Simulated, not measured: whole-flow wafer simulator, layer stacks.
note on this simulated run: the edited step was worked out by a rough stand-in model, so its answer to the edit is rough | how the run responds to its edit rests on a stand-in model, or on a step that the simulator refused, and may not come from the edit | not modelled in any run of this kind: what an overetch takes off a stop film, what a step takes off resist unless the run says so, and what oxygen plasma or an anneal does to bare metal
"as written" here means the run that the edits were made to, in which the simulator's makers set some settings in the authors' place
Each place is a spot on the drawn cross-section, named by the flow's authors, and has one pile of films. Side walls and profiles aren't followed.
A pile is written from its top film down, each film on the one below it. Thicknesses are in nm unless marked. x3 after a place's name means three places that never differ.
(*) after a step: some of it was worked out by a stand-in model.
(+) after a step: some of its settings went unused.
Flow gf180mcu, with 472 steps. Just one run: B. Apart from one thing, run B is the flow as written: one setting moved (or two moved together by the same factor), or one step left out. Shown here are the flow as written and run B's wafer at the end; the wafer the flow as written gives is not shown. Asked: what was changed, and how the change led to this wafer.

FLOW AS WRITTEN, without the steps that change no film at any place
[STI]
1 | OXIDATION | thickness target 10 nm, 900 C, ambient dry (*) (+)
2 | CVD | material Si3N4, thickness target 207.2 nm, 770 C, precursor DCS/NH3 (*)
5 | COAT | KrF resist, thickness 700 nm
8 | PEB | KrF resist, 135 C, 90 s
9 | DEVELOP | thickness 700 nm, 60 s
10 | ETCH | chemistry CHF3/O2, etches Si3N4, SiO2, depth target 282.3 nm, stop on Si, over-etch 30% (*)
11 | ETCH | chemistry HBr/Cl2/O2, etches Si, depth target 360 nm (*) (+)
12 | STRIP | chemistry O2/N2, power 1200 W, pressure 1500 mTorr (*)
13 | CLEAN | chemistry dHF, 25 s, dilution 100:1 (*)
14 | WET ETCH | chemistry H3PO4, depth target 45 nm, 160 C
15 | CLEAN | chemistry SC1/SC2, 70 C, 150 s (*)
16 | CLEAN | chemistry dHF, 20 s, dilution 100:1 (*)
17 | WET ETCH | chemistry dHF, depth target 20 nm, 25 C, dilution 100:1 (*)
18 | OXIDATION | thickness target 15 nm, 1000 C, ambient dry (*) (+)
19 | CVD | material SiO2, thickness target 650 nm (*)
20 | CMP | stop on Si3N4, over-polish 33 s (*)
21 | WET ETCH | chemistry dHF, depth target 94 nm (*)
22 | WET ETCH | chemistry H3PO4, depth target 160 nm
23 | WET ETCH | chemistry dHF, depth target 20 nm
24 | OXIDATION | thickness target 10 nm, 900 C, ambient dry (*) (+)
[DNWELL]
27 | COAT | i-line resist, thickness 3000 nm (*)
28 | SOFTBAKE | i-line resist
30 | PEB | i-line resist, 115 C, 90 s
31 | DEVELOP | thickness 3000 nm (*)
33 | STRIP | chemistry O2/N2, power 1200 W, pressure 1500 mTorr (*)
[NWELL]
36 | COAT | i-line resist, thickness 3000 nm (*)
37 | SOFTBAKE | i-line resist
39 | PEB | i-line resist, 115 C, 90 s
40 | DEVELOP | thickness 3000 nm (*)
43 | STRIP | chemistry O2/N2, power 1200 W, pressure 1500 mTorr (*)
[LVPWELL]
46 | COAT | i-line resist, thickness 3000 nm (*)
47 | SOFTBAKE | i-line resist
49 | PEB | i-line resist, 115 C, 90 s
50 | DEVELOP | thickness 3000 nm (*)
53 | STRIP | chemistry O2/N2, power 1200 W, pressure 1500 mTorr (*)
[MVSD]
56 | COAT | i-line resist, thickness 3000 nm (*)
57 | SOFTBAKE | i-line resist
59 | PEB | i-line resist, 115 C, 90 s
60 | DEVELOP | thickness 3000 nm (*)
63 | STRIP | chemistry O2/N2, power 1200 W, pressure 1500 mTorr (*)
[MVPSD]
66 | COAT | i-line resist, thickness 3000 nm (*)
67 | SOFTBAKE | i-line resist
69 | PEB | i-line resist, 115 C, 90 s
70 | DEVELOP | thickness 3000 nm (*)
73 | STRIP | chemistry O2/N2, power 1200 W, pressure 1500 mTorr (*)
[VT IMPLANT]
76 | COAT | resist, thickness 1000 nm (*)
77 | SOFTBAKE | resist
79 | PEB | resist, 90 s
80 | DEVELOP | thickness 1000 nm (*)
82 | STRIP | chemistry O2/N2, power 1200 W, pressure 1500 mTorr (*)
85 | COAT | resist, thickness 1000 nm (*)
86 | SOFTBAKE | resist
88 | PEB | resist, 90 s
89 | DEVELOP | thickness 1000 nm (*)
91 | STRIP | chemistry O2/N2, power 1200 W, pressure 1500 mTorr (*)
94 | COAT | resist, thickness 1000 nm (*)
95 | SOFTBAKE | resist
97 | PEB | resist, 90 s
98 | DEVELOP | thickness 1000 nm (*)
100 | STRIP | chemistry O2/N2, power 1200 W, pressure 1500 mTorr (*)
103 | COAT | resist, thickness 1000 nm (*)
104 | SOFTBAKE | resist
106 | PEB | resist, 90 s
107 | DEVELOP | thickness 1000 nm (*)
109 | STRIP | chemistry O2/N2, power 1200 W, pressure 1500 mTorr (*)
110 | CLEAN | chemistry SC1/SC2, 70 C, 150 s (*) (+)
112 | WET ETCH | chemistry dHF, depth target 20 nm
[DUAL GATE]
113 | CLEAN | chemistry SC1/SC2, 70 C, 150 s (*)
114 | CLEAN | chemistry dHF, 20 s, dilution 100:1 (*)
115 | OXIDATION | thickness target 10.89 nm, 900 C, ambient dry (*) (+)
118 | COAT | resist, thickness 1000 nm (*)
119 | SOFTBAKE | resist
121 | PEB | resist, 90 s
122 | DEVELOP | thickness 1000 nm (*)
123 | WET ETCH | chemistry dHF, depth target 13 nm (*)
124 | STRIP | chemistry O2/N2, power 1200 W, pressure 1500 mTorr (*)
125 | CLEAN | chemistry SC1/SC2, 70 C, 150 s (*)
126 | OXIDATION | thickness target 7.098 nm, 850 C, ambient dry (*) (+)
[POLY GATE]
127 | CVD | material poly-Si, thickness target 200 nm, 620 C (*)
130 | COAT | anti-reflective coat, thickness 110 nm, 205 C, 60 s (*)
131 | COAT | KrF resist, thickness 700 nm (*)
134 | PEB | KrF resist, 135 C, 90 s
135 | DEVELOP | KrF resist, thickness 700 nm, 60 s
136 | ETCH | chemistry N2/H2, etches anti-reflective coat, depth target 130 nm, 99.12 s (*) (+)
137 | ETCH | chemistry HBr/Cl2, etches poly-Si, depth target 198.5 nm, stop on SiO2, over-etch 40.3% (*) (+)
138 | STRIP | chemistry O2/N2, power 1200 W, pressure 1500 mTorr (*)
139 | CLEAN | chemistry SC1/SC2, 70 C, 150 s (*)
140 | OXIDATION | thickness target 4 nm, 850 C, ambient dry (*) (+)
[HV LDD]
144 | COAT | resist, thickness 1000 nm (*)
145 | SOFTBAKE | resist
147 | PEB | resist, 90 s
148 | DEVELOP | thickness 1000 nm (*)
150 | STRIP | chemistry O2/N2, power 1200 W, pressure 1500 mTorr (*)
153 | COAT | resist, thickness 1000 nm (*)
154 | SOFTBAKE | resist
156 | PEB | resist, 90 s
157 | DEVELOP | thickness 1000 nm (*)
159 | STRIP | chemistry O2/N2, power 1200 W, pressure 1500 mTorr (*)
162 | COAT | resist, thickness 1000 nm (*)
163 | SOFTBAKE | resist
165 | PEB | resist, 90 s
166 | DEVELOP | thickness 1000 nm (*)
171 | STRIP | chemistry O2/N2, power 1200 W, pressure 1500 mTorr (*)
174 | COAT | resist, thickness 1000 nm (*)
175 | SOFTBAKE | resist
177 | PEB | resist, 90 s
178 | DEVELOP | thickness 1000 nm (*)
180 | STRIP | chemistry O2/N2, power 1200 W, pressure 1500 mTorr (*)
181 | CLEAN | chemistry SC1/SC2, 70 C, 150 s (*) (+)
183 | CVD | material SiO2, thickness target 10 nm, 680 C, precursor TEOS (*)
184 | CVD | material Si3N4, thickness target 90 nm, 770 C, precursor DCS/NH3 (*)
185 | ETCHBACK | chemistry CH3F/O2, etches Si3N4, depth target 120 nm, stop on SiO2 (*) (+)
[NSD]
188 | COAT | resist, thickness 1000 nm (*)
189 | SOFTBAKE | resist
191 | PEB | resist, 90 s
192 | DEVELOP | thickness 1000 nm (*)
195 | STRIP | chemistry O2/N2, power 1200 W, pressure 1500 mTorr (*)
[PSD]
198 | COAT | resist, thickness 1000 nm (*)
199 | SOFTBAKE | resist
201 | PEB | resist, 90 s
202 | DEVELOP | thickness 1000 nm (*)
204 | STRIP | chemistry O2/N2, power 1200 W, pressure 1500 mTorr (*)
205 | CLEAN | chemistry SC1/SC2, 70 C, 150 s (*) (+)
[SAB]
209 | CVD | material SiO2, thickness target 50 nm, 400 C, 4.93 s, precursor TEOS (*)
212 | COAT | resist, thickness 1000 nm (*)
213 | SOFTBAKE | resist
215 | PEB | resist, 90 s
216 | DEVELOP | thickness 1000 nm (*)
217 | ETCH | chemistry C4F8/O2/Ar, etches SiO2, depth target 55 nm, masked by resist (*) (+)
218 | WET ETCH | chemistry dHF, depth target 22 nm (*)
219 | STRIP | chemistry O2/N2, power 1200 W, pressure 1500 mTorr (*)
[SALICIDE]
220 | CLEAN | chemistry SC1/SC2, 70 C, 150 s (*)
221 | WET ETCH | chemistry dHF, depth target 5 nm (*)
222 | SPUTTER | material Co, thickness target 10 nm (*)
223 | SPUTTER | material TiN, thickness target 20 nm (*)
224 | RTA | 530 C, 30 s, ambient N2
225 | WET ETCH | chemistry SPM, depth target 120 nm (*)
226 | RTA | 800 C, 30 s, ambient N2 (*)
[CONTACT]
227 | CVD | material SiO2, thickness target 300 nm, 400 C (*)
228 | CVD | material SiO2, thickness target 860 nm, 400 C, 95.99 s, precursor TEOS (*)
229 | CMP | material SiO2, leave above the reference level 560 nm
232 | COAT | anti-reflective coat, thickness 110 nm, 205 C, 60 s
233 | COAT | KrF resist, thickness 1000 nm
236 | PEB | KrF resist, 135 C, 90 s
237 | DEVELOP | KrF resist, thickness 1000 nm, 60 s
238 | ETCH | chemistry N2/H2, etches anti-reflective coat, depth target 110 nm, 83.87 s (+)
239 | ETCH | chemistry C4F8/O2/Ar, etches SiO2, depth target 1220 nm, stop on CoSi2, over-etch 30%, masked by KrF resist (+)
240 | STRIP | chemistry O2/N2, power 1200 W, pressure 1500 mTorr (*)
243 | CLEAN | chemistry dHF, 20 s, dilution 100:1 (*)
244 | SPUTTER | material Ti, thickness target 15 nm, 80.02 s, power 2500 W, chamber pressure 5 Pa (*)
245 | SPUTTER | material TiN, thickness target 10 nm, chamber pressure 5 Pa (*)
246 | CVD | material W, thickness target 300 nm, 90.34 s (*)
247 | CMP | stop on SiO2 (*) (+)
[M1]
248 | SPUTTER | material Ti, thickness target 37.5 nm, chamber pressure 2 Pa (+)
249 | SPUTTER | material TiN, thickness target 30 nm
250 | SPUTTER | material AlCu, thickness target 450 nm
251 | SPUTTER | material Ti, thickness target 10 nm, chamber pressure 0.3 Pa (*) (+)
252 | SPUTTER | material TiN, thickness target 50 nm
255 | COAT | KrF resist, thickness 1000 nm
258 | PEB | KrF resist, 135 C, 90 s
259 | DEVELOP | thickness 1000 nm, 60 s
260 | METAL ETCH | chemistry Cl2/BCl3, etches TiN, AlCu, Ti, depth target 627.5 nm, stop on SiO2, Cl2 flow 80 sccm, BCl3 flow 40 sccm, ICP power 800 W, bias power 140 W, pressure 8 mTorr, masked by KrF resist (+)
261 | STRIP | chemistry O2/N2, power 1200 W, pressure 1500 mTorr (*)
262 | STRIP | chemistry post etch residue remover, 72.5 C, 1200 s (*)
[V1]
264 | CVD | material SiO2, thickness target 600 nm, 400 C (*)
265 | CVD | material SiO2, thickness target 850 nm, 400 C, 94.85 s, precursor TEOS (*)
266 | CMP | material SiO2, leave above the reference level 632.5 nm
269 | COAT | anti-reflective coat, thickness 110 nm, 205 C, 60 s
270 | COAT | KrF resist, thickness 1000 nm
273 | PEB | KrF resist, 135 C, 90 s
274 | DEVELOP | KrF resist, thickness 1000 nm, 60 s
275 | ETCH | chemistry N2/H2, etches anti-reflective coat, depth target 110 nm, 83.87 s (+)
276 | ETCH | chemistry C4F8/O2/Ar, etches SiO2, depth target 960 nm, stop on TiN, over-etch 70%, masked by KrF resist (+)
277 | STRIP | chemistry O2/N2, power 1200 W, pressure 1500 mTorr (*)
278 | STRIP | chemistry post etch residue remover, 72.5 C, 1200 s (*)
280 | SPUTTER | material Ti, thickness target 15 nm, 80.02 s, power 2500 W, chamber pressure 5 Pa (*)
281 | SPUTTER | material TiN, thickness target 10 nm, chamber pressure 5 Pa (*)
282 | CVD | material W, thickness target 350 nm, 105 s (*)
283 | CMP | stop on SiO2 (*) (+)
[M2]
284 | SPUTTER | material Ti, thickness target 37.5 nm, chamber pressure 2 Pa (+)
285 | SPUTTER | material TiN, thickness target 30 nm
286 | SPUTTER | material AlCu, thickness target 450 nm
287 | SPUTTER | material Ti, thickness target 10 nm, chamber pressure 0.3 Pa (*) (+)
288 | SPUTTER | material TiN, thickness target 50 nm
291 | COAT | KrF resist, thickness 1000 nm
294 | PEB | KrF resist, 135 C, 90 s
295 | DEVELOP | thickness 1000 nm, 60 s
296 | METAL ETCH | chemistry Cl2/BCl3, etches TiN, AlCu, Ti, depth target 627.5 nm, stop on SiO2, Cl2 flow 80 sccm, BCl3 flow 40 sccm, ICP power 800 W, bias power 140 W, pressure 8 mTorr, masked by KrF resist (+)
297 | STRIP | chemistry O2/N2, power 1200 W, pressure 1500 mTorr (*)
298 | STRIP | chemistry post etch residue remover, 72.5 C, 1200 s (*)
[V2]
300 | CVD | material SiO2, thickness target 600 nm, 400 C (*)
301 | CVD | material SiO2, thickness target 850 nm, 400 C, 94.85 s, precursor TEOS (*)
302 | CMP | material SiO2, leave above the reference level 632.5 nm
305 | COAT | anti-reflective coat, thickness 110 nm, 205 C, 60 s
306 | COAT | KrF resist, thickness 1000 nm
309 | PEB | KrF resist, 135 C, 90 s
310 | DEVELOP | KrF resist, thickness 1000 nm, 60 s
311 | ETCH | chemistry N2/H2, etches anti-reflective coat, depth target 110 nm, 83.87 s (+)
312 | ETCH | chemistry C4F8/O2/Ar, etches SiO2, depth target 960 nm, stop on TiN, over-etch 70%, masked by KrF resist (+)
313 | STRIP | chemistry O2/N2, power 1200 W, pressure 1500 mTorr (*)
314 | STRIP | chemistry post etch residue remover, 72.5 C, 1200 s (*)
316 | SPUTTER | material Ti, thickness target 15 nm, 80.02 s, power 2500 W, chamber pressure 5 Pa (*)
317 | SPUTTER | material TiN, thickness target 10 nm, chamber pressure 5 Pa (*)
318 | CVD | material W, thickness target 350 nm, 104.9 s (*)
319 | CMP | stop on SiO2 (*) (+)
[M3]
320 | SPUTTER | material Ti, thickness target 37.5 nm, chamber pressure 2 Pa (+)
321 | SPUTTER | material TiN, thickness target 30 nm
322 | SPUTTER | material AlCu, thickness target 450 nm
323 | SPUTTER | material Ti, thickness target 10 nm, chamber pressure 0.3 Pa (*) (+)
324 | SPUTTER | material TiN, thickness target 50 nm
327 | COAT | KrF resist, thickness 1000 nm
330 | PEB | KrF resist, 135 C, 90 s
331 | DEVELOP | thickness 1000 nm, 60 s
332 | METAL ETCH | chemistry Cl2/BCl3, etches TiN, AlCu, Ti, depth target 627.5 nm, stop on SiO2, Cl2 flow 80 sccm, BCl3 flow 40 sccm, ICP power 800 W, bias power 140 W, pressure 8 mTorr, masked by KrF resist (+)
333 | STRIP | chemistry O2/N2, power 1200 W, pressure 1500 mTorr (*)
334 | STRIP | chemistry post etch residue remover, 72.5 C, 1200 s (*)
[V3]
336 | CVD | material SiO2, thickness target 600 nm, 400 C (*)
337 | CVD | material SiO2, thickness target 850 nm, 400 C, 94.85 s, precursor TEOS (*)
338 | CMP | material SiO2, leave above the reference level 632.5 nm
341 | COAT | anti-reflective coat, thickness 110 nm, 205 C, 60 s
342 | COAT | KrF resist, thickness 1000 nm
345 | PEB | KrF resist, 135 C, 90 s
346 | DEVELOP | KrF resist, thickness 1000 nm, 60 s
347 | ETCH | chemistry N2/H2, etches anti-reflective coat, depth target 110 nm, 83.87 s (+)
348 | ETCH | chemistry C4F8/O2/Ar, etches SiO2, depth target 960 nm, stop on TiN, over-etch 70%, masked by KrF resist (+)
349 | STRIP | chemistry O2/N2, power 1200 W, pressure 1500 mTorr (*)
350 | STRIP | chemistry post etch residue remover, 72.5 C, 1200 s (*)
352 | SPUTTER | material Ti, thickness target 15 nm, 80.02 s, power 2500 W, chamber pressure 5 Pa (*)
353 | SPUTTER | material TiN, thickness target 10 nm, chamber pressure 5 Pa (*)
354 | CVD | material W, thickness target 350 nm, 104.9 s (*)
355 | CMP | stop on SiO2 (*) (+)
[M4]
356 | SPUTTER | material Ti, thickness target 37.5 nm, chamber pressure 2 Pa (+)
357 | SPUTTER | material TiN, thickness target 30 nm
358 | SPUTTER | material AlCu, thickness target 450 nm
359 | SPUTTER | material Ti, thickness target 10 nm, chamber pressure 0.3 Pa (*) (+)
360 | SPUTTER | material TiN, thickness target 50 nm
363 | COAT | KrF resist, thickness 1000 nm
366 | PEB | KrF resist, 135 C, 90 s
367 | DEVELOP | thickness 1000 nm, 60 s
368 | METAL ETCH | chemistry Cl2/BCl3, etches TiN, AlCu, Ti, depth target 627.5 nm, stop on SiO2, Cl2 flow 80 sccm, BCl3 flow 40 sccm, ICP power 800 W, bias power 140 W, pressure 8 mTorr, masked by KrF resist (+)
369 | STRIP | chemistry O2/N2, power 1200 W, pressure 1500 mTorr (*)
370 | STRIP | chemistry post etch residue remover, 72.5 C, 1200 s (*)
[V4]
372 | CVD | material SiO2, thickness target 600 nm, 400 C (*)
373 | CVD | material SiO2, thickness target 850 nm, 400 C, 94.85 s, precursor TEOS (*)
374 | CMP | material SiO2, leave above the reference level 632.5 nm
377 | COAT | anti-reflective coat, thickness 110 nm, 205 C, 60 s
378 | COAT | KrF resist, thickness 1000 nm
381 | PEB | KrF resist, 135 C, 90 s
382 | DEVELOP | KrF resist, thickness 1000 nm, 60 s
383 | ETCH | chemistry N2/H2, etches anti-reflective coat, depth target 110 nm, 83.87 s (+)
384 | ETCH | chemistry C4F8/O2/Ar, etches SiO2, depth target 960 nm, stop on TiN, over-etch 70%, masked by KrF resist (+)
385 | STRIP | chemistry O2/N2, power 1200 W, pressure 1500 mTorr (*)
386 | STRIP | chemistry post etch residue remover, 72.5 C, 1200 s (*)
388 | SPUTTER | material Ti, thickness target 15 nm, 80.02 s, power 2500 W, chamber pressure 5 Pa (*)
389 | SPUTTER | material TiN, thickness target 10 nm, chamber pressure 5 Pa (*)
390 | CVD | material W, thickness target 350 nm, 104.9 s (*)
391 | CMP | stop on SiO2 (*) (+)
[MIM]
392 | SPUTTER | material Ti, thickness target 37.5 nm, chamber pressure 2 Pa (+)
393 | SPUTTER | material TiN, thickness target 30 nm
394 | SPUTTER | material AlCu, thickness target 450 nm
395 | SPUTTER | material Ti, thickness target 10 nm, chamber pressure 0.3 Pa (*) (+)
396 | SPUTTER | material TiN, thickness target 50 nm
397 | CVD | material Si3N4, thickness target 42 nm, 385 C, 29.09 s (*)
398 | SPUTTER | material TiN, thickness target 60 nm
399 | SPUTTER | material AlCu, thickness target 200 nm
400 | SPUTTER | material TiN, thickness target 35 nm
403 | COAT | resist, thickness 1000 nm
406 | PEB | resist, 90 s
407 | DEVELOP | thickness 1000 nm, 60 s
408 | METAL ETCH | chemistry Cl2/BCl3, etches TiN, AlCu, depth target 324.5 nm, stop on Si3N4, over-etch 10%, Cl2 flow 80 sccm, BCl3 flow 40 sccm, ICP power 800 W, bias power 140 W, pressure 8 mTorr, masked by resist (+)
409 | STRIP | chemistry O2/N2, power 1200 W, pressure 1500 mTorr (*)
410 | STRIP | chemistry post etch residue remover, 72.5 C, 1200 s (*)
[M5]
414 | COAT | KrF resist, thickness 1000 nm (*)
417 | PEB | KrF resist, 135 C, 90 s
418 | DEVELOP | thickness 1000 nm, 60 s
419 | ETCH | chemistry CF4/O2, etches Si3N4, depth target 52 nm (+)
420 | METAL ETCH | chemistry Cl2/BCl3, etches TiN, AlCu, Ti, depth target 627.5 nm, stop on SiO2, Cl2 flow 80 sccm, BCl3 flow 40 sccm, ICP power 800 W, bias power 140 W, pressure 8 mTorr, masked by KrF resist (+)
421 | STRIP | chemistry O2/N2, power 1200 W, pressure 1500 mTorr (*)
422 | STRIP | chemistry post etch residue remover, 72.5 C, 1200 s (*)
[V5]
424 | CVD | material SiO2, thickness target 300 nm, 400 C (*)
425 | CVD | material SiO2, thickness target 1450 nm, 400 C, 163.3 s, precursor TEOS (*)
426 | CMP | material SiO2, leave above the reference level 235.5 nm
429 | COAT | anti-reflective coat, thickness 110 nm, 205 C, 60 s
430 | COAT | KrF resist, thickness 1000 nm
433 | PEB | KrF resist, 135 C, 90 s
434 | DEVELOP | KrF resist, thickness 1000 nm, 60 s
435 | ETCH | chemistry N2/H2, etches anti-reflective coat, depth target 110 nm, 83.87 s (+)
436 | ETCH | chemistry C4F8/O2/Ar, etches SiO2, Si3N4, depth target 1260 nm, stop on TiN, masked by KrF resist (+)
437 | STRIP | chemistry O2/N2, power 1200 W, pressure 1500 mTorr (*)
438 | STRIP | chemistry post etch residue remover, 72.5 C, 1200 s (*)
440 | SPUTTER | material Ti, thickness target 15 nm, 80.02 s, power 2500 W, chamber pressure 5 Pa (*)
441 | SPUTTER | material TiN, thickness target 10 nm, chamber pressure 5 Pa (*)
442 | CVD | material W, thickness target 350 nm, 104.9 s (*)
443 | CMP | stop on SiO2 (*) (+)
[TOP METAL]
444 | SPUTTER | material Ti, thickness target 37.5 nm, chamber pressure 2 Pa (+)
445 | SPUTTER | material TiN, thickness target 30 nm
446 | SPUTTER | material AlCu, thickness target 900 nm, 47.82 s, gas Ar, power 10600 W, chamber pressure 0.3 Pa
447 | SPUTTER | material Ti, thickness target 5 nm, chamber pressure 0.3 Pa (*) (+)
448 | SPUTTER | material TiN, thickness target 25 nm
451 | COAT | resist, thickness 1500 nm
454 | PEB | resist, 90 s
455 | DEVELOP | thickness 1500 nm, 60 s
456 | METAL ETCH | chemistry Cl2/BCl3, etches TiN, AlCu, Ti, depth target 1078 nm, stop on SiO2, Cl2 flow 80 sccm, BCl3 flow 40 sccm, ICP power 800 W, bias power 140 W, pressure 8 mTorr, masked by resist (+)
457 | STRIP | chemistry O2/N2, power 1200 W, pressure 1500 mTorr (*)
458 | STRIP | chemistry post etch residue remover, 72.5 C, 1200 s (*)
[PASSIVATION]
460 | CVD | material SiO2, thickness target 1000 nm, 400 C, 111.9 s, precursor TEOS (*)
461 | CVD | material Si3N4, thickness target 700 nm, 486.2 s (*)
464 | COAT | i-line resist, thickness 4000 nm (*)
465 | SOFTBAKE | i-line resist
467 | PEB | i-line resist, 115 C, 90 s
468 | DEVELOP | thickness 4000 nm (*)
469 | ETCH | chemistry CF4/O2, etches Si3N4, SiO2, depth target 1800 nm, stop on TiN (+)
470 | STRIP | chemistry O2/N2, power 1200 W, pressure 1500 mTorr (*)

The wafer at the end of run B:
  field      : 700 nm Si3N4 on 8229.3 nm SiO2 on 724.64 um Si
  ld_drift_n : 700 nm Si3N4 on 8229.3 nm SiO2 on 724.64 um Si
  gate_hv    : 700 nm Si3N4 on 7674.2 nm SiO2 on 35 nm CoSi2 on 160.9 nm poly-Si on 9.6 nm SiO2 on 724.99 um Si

What caused this: step 115, OXIDATION: thickness target 5.443 nm was run, while the flow as written has thickness target 10.89 nm.

The path from the change to this, step by step:
  115 | OXIDATION | thickness target 10.89 nm, 900 C, ambient dry (*) (+)
      active, n_well, p_well and 40 more: +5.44 SiO2 (new film), -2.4 Si (it would be, as written: +10.9 SiO2 (new film), -4.79 Si)
      sti, mim_1p0, pad and 23 more: +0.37 SiO2, -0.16 Si (it would be, as written: +1.22 SiO2, -0.54 Si)
      (also at 23 further places)
  123 | WET ETCH | chemistry dHF, depth target 13 nm (*)
      active, n_well, p_well and 12 more: -5.44 SiO2 (all of it) (it would be, as written: -10.9 SiO2 (all of it))
  126 | OXIDATION | thickness target 7.098 nm, 850 C, ambient dry (*) (+)
      gate_hv, active_hv, active_nat and 25 more: +4.49 SiO2, -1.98 Si (it would be, as written: +3.72 SiO2, -1.64 Si)
  130 | COAT | anti-reflective coat, thickness 110 nm, 205 C, 60 s (*)
      p_well, spacer, sd_n: +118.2 anti-reflective coat (new film) (it would be, as written: +121 anti-reflective coat (new film))
      active: +114.8 anti-reflective coat (new film) (it would be, as written: +117.2 anti-reflective coat (new film))
      (also at 3 further places)
  136 | ETCH | chemistry N2/H2, etches anti-reflective coat, depth target 130 nm, 99.12 s (*) (+)
      p_well, spacer, sd_n: -118.2 anti-reflective coat (all of it), -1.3 poly-Si (it would be, as written: -121 anti-reflective coat (all of it), -1.23 poly-Si)
      active: -114.8 anti-reflective coat (all of it), -1.39 poly-Si (it would be, as written: -117.2 anti-reflective coat (all of it), -1.33 poly-Si)
      (also at 2 further places)
  138 | STRIP | chemistry O2/N2, power 1200 W, pressure 1500 mTorr (*)
      gate: +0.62 chemical SiO2 (new film), -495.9 KrF resist (all of it), -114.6 anti-reflective coat (all of it), -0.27 poly-Si (it would be, as written: +0.62 chemical SiO2 (new film), -496.5 KrF resist (all of it), -117 anti-reflective coat (all of it), -0.27 poly-Si)
  145 | SOFTBAKE | resist
      active_nat: +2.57 resist (it would be, as written: +1.52 resist)
  154 | SOFTBAKE | resist
      active_nat: +2.57 resist (it would be, as written: +1.52 resist)
  163 | SOFTBAKE | resist
      active_nat: +2.57 resist (it would be, as written: +1.52 resist)
  175 | SOFTBAKE | resist
      active_nat: +2.57 resist (it would be, as written: +1.52 resist)
  189 | SOFTBAKE | resist
      active_hv: +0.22 resist (it would be, as written: +0.78 resist)
  199 | SOFTBAKE | resist
      active_hv: +0.22 resist (it would be, as written: +0.78 resist)
  218 | WET ETCH | chemistry dHF, depth target 22 nm (*)
      ldn_tap, ldn_src, ldn_drn, ldp_tap, ldp_src, ldp_drn, ldp_gr: -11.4 SiO2 (all of it) (it would be, as written: -16 SiO2 (all of it))
      ld_drn_n, ld_sd_p: -10.3 SiO2 (all of it) (it would be, as written: -14.8 SiO2 (all of it))
      (also at 5 further places)
  223 | SPUTTER | material TiN, thickness target 20 nm (*)
      field__w12: +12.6 TiN (new film) (it would be, as written: +12 TiN (new film))
  225 | WET ETCH | chemistry SPM, depth target 120 nm (*)
      field__w12: -12.6 TiN (all of it), -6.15 Co (all of it) (it would be, as written: -12 TiN (all of it), -6.15 Co (all of it))
